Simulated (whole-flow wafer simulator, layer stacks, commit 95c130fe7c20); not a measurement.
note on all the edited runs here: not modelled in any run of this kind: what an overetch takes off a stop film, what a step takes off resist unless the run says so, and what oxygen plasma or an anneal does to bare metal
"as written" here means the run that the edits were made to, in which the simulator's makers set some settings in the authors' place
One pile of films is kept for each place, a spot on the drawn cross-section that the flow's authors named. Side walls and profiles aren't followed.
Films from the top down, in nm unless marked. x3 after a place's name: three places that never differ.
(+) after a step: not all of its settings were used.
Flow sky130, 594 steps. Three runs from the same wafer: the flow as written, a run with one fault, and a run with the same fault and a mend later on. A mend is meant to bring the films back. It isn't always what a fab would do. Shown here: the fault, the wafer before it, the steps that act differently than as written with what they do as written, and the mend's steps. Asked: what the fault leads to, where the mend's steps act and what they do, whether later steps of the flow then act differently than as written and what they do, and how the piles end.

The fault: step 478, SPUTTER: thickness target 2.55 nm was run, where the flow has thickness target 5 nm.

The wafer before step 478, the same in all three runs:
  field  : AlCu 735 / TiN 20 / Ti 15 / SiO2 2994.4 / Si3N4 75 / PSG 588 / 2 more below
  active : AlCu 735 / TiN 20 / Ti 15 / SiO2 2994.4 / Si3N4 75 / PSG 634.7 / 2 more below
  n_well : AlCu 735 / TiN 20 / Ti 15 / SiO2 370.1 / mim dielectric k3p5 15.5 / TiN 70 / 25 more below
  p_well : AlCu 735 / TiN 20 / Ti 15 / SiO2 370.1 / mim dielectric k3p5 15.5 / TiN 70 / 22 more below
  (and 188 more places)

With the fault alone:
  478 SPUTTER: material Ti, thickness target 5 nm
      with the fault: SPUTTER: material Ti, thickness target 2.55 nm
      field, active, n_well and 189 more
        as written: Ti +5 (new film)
        with the fault: Ti +2.55 (new film)
  Later steps of the flow that act differently than as written (12 more steps differ only slightly, by at most 2% or 0.5 nm, whichever is larger, and aren't shown):
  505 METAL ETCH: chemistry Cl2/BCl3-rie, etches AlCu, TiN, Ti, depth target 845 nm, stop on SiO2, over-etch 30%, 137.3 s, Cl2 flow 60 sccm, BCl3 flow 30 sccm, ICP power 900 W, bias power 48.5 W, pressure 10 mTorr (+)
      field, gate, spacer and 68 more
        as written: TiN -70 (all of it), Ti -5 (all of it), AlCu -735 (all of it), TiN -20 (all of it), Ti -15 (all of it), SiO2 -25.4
        with the fault: TiN -70 (all of it), Ti -2.55 (all of it), AlCu -735 (all of it), TiN -20 (all of it), Ti -15 (all of it), SiO2 -25.6
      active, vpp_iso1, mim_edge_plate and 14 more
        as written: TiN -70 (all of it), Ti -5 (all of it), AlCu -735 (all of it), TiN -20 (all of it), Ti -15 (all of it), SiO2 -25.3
        with the fault: TiN -70 (all of it), Ti -2.55 (all of it), AlCu -735 (all of it), TiN -20 (all of it), Ti -15 (all of it), SiO2 -25.6
  At the end the piles differ from the flow's by more than 2% or 0.5 nm, whichever is larger, at n_well, p_well, gate_hv and 102 more.
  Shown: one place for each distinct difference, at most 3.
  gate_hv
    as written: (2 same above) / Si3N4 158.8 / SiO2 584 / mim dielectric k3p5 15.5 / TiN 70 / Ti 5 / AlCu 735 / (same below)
    with the fault: (2 same above) / Si3N4 158.8 / SiO2 586.4 / mim dielectric k3p5 15.5 / TiN 70 / Ti 2.55 / AlCu 735 / (same below)
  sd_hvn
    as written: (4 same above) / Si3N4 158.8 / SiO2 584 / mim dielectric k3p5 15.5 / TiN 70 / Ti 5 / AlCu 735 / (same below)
    with the fault: (4 same above) / Si3N4 158.8 / SiO2 586.4 / mim dielectric k3p5 15.5 / TiN 70 / Ti 2.55 / AlCu 735 / (same below)
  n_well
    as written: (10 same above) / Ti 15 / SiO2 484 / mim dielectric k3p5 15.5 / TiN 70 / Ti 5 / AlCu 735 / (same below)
    with the fault: (10 same above) / Ti 15 / SiO2 486.5 / mim dielectric k3p5 15.5 / TiN 70 / Ti 2.55 / AlCu 735 / (same below)

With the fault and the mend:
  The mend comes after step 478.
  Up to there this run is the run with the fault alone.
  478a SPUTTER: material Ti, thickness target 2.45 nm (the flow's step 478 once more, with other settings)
      field, active, n_well and 189 more
        Ti +2.45
  No later step of the flow acts differently than as written at any place that is followed.
  At the end the piles are the same as the flow's at every place that both follow.
